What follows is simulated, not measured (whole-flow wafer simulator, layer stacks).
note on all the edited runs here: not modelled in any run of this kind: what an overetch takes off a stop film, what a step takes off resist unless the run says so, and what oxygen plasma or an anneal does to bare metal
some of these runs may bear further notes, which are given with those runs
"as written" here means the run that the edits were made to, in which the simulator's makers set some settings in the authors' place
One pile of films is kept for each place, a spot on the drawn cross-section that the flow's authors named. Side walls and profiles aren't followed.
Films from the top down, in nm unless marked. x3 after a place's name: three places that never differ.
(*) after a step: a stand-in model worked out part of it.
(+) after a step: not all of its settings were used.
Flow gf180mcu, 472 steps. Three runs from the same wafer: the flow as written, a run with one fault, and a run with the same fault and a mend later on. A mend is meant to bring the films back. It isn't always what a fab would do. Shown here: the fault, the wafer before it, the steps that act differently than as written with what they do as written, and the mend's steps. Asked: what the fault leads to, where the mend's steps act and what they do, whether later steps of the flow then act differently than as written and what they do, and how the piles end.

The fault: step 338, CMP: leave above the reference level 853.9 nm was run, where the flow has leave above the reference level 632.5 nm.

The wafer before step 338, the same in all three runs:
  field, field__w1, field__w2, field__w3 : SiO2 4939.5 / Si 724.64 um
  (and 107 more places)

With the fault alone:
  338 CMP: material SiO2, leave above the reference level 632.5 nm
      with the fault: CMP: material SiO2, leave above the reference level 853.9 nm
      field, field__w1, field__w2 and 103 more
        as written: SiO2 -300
        with the fault: SiO2 -78.6
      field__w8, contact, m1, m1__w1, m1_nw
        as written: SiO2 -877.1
        with the fault: SiO2 -655.7
  Later steps of the flow that act differently than as written:
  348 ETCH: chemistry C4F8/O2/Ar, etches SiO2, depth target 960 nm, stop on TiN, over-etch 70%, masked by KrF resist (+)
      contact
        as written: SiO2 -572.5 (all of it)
        with the fault: SiO2 -793.9 (all of it)
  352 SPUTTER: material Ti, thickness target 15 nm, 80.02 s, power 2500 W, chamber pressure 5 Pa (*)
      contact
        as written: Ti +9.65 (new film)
        with the fault: Ti +8.49 (new film)
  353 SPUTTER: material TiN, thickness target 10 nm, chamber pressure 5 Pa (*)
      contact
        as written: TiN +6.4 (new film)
        with the fault: TiN +5.63 (new film)
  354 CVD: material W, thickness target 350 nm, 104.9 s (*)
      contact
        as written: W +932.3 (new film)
        with the fault: W +1155.6 (new film)
  At the end the piles differ from the flow's by more than 2% or 0.5 nm, whichever is larger, at field, field__w1, field__w2 and 109 more.
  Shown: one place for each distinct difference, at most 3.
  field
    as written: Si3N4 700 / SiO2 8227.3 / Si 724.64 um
    with the fault: Si3N4 700 / SiO2 8448.7 / Si 724.64 um
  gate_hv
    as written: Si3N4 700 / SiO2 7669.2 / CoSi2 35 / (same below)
    with the fault: Si3N4 700 / SiO2 7890.6 / CoSi2 35 / (same below)
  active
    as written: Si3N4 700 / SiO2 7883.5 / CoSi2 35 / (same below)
    with the fault: Si3N4 700 / SiO2 8104.9 / CoSi2 35 / (same below)

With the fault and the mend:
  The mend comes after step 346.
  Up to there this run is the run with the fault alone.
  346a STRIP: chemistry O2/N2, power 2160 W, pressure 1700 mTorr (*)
      field, field__w1, field__w2 and 107 more
        KrF resist -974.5 (all of it), anti-reflective coat -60 (all of it)
      contact
        anti-reflective coat -60 (all of it)
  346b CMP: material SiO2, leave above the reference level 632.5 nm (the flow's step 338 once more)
      field, field__w1, field__w2 and 108 more
        SiO2 -221.4
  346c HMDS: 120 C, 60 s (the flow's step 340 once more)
      changes no film at any place that is followed
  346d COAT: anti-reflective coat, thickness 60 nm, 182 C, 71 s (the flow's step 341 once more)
      field, field__w1, field__w2 and 108 more
        anti-reflective coat +60 (new film)
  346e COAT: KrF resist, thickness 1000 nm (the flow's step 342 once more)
      field, field__w1, field__w2 and 108 more
        KrF resist +1000 (new film)
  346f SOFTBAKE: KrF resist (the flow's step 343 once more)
      changes no film at any place that is followed
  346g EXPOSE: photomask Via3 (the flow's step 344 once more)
      changes no film at any place that is followed
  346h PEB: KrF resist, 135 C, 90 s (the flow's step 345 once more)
      field, field__w1, field__w2 and 108 more
        KrF resist -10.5
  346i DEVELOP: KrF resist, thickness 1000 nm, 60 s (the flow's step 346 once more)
      field, field__w1, field__w2 and 107 more
        KrF resist -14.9
      contact
        KrF resist -989.5 (all of it)
  No later step of the flow acts differently than as written at any place that is followed.
  At the end the piles are the same as the flow's at every place that both follow.
